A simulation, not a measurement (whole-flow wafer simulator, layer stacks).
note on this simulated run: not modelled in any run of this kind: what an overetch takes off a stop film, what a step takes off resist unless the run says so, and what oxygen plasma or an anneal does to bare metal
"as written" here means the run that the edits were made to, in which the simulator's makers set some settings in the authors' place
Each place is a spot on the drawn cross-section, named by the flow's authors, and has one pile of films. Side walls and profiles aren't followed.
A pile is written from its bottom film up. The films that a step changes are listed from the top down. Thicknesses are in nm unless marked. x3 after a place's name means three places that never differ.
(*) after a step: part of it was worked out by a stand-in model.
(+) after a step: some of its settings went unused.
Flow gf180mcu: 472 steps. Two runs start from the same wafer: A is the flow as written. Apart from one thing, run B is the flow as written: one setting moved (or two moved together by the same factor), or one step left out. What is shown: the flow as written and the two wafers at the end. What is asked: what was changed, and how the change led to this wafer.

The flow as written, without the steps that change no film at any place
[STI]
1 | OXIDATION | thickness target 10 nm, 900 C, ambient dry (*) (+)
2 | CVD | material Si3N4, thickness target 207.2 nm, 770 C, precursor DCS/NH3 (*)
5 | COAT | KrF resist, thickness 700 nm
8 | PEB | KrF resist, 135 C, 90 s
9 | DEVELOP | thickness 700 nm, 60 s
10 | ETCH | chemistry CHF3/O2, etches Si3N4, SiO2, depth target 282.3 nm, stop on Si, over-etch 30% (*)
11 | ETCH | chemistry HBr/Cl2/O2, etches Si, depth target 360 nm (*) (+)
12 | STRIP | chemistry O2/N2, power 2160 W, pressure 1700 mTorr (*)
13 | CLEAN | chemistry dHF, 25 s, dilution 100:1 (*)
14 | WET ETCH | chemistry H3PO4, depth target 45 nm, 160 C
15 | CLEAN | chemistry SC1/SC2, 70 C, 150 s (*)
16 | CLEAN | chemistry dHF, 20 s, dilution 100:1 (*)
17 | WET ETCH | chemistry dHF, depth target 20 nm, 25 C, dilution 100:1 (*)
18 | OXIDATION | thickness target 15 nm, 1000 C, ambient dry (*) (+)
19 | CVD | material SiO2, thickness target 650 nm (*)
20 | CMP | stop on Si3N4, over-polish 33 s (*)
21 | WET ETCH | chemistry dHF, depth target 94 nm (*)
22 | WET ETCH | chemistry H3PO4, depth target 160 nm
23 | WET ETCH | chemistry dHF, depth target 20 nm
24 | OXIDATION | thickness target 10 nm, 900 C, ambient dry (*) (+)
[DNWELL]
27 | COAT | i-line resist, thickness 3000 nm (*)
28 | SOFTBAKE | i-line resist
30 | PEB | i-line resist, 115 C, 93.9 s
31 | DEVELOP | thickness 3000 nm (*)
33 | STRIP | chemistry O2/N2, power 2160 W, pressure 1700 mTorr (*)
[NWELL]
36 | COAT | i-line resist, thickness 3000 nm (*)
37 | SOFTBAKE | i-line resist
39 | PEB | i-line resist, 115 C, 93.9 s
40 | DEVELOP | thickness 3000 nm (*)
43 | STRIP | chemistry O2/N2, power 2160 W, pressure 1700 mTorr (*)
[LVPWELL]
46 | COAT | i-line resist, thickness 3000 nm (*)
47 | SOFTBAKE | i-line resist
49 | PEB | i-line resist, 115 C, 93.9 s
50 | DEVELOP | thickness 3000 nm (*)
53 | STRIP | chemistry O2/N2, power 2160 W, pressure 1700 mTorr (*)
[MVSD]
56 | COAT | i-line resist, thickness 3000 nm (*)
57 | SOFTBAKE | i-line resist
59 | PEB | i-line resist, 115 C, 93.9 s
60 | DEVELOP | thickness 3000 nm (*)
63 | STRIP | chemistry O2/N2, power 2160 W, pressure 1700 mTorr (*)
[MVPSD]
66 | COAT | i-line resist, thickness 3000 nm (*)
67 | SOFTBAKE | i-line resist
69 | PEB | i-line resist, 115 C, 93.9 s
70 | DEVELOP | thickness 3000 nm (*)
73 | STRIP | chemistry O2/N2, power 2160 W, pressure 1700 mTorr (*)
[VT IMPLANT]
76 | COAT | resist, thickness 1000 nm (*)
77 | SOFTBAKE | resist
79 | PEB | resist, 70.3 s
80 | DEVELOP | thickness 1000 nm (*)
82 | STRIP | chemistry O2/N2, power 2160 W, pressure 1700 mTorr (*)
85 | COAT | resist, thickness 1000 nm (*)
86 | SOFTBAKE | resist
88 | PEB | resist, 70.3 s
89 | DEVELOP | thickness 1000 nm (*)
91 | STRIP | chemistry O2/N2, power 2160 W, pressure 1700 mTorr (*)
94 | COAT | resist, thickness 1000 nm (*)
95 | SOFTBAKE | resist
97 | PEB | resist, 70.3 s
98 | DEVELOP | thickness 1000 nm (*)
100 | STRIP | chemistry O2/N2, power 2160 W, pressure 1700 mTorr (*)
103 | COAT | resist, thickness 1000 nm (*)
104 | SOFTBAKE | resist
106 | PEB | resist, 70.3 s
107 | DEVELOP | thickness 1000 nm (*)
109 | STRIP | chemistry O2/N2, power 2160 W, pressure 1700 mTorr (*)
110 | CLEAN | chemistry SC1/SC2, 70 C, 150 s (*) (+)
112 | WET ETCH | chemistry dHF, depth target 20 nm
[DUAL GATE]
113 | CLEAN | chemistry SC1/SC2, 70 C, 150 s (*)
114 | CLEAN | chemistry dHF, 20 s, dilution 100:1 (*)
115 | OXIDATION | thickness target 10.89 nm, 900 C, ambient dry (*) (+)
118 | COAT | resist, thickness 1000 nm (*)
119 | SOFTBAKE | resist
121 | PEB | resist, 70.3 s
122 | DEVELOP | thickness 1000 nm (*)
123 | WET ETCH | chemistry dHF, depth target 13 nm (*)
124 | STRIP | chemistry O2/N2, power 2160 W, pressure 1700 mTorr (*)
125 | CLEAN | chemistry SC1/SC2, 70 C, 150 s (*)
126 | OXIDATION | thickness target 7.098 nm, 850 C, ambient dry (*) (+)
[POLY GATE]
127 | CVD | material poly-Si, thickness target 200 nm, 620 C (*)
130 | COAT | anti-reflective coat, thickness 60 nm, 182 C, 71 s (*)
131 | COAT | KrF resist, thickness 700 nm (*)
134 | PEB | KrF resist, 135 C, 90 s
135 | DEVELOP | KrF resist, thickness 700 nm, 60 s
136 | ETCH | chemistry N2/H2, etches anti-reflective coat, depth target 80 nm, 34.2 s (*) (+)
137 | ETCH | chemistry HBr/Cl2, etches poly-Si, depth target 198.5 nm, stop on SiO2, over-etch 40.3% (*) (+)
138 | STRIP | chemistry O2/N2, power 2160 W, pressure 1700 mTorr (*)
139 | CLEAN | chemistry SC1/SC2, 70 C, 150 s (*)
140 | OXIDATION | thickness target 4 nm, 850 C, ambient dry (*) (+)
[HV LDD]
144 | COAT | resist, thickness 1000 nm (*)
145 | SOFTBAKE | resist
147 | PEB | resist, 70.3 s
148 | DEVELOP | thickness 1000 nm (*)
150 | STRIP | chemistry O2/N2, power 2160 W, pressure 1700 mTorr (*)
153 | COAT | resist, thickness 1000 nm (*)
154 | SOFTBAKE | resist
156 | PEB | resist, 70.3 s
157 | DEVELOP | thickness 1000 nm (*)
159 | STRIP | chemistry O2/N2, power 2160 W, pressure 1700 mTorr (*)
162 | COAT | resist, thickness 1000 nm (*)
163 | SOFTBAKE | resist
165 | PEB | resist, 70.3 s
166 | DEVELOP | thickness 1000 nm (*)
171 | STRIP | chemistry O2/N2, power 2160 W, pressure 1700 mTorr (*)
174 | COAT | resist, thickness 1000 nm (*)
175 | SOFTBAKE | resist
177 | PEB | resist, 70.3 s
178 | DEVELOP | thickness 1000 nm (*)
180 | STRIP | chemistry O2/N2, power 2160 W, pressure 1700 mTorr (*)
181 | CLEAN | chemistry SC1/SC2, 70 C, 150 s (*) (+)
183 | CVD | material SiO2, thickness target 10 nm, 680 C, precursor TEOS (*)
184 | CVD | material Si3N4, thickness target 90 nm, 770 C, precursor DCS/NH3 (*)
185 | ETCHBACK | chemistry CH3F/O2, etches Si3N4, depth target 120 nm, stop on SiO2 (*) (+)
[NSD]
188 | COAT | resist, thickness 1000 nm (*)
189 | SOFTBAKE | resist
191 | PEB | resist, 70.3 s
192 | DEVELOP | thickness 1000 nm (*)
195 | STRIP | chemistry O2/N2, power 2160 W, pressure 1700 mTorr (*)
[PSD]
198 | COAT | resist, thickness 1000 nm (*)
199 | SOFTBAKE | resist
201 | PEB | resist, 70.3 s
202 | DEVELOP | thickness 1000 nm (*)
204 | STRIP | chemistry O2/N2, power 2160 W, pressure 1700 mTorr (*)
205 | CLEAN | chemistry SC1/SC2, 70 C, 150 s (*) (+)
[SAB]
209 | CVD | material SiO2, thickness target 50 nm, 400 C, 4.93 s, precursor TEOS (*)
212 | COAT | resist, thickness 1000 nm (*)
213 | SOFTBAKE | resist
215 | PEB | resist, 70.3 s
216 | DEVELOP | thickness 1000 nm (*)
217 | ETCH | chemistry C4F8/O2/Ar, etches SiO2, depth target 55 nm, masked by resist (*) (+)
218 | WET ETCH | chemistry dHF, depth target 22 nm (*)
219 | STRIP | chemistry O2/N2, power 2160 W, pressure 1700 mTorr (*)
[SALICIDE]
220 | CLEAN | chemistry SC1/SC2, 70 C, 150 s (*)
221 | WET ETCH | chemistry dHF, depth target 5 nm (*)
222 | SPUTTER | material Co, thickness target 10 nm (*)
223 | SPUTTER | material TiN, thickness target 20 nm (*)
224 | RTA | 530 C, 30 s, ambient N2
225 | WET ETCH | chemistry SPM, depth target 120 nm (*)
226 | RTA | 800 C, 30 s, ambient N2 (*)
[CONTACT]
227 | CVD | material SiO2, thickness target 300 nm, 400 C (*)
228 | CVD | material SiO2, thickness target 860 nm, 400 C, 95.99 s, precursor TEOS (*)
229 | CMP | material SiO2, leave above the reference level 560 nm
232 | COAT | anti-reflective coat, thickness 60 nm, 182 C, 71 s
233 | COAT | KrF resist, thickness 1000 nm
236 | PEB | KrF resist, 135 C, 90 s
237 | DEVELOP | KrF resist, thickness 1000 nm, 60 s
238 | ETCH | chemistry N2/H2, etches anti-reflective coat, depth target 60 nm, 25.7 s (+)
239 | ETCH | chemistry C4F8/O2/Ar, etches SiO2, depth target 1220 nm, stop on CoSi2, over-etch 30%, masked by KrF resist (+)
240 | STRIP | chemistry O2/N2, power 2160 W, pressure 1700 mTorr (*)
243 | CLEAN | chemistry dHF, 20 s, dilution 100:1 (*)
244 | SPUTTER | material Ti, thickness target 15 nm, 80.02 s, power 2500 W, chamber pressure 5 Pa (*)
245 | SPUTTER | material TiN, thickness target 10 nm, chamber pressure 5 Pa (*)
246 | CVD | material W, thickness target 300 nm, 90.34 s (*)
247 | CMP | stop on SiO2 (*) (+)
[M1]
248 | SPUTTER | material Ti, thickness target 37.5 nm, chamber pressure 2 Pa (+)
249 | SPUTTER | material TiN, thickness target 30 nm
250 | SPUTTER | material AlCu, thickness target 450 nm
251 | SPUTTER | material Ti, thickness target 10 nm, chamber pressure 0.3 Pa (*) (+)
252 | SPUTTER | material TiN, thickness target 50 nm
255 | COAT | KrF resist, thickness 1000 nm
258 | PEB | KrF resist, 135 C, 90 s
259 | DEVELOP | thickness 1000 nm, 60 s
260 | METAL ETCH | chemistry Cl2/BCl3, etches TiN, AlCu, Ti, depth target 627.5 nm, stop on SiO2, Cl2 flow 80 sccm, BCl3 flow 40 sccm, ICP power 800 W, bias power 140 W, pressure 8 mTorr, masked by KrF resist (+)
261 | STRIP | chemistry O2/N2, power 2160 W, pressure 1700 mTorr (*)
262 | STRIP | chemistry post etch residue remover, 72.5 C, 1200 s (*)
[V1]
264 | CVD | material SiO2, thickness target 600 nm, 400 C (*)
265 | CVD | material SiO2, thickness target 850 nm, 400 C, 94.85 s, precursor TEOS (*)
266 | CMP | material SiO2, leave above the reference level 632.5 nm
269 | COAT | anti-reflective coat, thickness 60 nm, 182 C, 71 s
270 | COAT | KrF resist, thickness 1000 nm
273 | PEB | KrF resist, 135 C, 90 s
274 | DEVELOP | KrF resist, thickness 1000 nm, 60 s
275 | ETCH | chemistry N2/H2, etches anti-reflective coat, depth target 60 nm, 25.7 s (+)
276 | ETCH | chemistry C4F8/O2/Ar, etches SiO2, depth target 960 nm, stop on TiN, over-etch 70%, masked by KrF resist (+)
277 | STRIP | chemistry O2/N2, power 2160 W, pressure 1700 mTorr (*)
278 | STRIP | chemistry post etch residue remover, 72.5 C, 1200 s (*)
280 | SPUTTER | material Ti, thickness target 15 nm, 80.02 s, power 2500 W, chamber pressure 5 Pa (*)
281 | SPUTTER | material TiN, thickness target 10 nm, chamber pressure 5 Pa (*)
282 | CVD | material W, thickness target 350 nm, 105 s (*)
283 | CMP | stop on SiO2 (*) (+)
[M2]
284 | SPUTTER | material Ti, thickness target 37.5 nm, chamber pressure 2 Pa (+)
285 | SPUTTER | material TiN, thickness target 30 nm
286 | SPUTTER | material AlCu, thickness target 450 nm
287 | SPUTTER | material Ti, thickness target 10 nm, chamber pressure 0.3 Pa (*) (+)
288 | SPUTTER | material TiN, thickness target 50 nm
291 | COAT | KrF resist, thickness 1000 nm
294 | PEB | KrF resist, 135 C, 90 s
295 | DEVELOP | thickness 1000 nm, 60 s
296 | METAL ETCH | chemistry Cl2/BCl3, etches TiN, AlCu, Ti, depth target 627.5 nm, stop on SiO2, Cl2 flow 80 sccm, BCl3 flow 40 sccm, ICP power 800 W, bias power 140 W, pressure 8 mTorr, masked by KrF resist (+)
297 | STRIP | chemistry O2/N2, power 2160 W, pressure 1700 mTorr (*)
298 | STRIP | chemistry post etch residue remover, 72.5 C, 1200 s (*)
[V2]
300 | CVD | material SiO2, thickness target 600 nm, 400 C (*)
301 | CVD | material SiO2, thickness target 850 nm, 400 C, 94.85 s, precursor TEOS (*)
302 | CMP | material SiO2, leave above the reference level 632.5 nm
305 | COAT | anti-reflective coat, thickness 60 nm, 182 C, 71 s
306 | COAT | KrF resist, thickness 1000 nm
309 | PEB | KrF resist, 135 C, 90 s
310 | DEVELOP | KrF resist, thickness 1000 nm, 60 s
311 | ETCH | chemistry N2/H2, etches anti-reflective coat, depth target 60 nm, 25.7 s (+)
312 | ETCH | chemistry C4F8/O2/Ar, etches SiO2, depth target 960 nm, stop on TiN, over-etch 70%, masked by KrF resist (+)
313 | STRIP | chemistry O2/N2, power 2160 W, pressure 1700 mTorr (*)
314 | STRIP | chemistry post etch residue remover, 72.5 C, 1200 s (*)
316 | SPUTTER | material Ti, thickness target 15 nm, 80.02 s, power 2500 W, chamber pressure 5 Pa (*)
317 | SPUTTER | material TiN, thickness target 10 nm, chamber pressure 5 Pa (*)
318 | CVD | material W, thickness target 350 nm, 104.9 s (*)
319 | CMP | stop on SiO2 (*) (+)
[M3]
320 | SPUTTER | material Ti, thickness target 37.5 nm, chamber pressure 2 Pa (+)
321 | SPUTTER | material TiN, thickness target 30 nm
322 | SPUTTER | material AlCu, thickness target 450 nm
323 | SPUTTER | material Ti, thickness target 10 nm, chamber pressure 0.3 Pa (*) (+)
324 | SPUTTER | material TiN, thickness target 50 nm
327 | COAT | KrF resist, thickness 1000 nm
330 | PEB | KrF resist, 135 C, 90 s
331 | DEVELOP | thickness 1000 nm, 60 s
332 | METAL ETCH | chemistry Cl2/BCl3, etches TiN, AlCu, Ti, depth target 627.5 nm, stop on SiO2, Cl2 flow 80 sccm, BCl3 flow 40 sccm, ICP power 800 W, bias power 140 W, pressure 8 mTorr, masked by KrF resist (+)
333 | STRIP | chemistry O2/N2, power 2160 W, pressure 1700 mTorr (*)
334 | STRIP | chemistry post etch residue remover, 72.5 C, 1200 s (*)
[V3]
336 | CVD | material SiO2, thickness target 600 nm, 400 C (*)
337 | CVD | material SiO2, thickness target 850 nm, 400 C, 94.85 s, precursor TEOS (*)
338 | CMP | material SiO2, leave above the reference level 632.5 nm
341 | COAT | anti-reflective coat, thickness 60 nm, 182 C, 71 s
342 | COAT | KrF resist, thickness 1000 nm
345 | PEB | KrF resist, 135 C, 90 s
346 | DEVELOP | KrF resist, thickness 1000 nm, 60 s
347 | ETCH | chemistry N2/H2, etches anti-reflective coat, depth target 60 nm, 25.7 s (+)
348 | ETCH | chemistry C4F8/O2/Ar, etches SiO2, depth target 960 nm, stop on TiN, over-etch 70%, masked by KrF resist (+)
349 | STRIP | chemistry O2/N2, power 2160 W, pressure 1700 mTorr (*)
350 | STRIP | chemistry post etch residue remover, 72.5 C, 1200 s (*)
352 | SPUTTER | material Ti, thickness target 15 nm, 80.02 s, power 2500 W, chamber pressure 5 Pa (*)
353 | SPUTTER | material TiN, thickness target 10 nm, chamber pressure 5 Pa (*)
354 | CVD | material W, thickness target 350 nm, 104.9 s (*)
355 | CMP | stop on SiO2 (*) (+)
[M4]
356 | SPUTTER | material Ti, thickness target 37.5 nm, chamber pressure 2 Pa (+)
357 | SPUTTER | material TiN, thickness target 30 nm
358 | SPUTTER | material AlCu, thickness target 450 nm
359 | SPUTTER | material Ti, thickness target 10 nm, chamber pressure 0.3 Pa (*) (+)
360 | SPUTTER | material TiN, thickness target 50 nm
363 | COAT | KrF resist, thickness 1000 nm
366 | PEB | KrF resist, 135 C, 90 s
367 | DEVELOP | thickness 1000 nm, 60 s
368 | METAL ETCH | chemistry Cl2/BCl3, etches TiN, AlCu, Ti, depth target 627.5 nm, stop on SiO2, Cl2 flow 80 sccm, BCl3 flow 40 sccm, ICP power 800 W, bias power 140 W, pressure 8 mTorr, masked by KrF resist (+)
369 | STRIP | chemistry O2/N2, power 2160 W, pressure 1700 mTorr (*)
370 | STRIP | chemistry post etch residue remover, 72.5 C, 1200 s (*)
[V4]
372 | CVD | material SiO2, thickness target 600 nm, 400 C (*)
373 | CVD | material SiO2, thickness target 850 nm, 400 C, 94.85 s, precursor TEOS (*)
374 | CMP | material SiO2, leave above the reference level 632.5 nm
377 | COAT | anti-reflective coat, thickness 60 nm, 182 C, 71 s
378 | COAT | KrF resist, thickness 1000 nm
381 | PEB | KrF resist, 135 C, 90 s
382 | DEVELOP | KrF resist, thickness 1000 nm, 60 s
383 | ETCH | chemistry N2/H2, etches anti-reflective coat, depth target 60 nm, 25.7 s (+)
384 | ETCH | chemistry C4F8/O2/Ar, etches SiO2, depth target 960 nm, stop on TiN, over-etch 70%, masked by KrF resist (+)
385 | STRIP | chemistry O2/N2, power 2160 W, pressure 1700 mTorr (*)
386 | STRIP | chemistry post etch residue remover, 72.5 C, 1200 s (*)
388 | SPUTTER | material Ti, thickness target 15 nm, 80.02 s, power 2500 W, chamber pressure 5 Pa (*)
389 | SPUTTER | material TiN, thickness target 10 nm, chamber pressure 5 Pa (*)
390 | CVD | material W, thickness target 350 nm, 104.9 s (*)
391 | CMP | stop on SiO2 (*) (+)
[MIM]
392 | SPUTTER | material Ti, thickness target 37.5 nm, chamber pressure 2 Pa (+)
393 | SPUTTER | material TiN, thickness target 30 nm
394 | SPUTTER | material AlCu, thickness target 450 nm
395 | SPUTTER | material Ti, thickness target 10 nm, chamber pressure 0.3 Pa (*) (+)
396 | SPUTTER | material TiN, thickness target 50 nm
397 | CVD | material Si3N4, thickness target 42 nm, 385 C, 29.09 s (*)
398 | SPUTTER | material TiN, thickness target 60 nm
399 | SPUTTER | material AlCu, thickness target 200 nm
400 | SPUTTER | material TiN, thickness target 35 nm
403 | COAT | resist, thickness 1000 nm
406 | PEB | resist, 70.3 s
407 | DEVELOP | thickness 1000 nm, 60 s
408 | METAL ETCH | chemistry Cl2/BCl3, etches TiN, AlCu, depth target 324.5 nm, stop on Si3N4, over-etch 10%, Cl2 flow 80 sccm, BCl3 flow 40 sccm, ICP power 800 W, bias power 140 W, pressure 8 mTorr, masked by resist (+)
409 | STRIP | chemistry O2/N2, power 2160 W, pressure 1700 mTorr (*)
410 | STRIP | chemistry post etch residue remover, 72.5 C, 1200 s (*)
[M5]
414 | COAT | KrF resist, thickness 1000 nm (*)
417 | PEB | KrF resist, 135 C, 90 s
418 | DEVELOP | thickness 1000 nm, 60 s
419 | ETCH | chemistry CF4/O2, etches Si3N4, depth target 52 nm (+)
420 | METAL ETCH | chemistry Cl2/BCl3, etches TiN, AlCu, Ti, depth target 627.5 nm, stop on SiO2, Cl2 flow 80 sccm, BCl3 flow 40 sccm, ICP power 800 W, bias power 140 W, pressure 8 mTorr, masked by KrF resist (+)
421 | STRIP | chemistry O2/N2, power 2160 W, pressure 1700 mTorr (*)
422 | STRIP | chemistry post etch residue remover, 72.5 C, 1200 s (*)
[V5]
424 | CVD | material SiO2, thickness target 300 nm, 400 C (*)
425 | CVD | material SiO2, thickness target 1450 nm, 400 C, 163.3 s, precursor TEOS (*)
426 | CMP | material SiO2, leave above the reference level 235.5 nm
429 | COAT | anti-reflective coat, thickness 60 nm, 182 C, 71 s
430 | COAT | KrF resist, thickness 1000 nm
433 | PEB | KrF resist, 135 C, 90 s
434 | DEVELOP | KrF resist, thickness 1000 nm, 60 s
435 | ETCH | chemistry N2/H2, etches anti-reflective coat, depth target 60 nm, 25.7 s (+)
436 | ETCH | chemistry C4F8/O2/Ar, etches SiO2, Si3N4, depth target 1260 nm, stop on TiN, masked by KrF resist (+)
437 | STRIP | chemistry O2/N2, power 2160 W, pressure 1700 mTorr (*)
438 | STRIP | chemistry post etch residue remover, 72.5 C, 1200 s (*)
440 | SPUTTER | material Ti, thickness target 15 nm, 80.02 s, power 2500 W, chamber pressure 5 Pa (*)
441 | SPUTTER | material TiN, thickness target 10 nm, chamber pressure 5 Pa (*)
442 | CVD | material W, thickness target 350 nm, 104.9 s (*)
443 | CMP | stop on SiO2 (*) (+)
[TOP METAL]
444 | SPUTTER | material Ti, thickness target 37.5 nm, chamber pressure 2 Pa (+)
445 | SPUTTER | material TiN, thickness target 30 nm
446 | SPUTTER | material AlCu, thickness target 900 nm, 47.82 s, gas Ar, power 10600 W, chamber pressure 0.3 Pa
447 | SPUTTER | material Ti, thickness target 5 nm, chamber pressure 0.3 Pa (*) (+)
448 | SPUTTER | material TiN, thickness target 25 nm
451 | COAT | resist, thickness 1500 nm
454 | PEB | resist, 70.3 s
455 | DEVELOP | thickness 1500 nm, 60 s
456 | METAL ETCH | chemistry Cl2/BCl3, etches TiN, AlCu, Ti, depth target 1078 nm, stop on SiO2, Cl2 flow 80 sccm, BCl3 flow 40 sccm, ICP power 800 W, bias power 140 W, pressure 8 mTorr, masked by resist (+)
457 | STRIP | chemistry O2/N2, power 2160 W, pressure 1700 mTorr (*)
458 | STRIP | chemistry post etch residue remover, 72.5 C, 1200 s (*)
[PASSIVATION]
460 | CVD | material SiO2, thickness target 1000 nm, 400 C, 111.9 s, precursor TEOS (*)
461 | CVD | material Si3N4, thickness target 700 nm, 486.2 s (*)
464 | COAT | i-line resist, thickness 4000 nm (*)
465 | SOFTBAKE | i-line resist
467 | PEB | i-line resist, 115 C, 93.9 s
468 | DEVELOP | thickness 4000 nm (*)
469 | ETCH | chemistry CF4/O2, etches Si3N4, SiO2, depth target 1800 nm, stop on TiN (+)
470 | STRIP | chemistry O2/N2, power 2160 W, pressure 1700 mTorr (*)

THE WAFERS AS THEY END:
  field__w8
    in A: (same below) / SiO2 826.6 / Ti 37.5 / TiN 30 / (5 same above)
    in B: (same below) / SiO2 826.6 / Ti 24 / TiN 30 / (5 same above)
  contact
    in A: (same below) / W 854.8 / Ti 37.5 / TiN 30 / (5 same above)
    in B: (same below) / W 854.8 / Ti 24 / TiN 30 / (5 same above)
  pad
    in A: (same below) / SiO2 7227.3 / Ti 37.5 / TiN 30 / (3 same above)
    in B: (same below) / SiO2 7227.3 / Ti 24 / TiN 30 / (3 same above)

The reason: step 444, SPUTTER: thickness target 24 nm was run, whereas the flow has thickness target 37.5 nm.
The wafer itself shows it: field__w8 has Ti 24, and step 444 as written asks for 37.5 nm.

The path from the change to this, step by step:
  444 | SPUTTER | material Ti, thickness target 37.5 nm, chamber pressure 2 Pa (+)
      field, field__w1, field__w2 and 109 more: A +37.5 Ti (new film) | B +24 Ti (new film)
  456 | METAL ETCH | chemistry Cl2/BCl3, etches TiN, AlCu, Ti, depth target 1078 nm, stop on SiO2, Cl2 flow 80 sccm, BCl3 flow 40 sccm, ICP power 800 W, bias power 140 W, pressure 8 mTorr, masked by resist (+)
      field, field__w1, field__w2 and 103 more: A -25 TiN (all of it), -5 Ti (all of it), -900 AlCu (all of it), -30 TiN (all of it), -37.5 Ti (all of it) | B -25 TiN (all of it), -5 Ti (all of it), -900 AlCu (all of it), -30 TiN (all of it), -24 Ti (all of it)
  465 | SOFTBAKE | i-line resist
      field__w2, field_sub__w4: A +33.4 i-line resist | B +32.7 i-line resist
      field__w11, field__w13: A +37.6 i-line resist | B +36.8 i-line resist
      (as well as at 20 more places)
